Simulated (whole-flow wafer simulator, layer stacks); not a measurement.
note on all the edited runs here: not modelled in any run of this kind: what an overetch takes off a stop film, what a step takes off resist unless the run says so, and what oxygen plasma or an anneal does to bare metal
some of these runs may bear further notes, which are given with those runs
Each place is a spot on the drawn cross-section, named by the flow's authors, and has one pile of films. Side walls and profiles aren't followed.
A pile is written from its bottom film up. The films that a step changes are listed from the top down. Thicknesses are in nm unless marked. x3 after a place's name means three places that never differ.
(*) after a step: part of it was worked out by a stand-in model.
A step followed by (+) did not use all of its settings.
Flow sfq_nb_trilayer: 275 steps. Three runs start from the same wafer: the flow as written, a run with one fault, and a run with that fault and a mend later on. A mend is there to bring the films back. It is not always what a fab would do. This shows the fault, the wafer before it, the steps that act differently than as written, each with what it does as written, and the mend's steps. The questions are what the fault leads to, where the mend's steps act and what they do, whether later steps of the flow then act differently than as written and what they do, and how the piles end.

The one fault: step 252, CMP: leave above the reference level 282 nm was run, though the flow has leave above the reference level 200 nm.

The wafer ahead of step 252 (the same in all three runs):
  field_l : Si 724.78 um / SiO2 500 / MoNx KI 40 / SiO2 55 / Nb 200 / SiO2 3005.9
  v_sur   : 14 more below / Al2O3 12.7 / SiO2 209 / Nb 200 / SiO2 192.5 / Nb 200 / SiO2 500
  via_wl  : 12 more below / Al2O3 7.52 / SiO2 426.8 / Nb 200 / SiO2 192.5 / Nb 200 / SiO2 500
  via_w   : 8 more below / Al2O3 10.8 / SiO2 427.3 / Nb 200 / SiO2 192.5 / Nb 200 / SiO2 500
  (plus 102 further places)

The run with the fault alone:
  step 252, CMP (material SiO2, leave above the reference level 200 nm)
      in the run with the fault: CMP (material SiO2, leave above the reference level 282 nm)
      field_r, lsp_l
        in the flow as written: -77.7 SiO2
        in the run with the fault: nothing
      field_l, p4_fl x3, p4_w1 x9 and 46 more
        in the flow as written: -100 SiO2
        in the run with the fault: -18 SiO2
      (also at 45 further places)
  Later steps of the flow acting differently than as written (5 other steps are not shown; they differ only slightly, by no more than 2% or 0.5 nm, whichever is larger):
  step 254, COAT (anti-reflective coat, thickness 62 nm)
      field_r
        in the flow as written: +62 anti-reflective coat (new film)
        in the run with the fault: +63.5 anti-reflective coat (new film)
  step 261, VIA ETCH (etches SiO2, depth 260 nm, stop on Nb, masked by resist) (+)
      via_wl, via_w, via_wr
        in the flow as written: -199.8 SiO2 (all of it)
        in the run with the fault: -260 SiO2
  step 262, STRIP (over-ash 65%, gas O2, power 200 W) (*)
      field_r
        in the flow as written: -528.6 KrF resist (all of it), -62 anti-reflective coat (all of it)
        in the run with the fault: -530.4 KrF resist (all of it), -63.5 anti-reflective coat (all of it)
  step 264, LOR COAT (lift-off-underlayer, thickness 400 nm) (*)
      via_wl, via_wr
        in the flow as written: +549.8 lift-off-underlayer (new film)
        in the run with the fault: +594.8 lift-off-underlayer (new film)
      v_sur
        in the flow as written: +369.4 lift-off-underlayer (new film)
        in the run with the fault: +360.2 lift-off-underlayer (new film)
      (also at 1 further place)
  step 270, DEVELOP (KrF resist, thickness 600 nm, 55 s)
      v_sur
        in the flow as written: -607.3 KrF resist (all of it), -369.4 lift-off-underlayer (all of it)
        in the run with the fault: -609.9 KrF resist (all of it), -360.2 lift-off-underlayer (all of it)
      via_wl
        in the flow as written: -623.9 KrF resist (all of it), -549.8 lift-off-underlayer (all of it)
        in the run with the fault: -631.4 KrF resist (all of it), -594.8 lift-off-underlayer (all of it)
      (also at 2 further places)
  By the end, the piles at field_l, v_sur, via_wl and 103 more depart from the flow's by more than 2% or 0.5 nm, whichever is larger.
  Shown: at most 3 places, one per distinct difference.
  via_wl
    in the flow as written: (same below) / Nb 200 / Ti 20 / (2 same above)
    in the run with the fault: (same below) / Nb 200 / SiO2 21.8 / Ti 20 / (2 same above)
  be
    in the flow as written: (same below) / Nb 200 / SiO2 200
    in the run with the fault: (same below) / Nb 200 / SiO2 282
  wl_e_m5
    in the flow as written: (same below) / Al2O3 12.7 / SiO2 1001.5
    in the run with the fault: (same below) / Al2O3 12.7 / SiO2 1083.5

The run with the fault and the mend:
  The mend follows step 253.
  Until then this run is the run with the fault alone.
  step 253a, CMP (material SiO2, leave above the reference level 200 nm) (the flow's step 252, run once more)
      field_l, v_sur, via_wl and 101 more
        -82 SiO2
      field_r, lsp_l
        -77.7 SiO2
  None of the later steps of the flow acts differently than as written at any place that is followed.
  At every place that both follow, the piles at the end match the flow's.
